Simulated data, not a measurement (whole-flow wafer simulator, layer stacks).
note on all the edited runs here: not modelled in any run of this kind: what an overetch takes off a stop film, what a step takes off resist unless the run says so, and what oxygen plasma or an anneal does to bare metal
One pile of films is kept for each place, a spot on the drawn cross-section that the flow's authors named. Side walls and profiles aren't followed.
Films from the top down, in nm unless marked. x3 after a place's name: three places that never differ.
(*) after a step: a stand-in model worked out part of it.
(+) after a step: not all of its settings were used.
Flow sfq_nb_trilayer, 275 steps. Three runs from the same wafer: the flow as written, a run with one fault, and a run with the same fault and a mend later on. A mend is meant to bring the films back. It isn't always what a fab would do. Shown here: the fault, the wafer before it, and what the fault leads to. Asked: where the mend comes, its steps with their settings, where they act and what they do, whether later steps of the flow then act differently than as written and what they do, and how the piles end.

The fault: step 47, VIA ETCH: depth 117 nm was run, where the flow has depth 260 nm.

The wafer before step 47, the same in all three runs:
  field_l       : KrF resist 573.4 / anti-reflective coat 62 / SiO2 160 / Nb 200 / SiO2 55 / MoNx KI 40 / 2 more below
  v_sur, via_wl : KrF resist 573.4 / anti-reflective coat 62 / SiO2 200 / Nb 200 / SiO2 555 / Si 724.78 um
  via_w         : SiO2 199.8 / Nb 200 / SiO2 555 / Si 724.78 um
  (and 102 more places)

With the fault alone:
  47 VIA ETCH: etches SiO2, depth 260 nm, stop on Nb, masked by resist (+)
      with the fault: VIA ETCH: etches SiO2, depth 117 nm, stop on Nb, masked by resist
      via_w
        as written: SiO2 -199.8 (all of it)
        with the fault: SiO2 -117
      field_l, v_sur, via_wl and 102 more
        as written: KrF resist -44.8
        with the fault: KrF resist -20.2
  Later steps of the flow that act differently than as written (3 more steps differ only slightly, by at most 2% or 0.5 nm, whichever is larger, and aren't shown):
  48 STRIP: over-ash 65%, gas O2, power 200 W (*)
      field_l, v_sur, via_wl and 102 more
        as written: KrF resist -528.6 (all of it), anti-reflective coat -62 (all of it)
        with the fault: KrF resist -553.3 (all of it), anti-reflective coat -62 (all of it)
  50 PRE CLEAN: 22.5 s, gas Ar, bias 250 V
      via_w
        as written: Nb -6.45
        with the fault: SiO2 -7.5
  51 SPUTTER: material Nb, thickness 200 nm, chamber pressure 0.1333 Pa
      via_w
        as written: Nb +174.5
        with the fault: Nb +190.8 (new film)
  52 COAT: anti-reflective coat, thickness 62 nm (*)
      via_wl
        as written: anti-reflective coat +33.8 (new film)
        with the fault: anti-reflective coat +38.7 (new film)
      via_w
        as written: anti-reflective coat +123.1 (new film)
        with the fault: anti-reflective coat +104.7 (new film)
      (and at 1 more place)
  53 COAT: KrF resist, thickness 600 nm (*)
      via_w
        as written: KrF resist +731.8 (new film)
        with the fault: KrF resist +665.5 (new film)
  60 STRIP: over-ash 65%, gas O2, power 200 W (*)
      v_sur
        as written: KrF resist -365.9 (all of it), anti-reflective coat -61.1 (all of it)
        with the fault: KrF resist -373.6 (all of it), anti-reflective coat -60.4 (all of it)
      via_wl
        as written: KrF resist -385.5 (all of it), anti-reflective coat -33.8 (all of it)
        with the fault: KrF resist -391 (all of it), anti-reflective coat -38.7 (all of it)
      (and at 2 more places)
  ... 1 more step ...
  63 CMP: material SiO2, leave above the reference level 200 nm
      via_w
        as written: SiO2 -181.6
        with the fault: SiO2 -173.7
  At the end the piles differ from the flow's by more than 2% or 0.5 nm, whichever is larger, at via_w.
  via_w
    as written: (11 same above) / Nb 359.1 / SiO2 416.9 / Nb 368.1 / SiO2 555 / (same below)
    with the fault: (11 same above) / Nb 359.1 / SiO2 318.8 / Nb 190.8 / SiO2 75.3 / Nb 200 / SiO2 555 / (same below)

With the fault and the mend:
  The mend comes after step 47.
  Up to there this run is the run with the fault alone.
  47a VIA ETCH: etches SiO2, depth 143 nm, stop on Nb, masked by resist (+) (the flow's step 47 once more, with other settings)
      field_l, v_sur, via_wl and 102 more
        KrF resist -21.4
      via_w
        SiO2 -82.8 (all of it)
  No later step of the flow acts differently than as written, at any place that is followed, by more than 2% or 0.5 nm, whichever is larger.
  At the end the piles are the same as the flow's at every place that both follow.
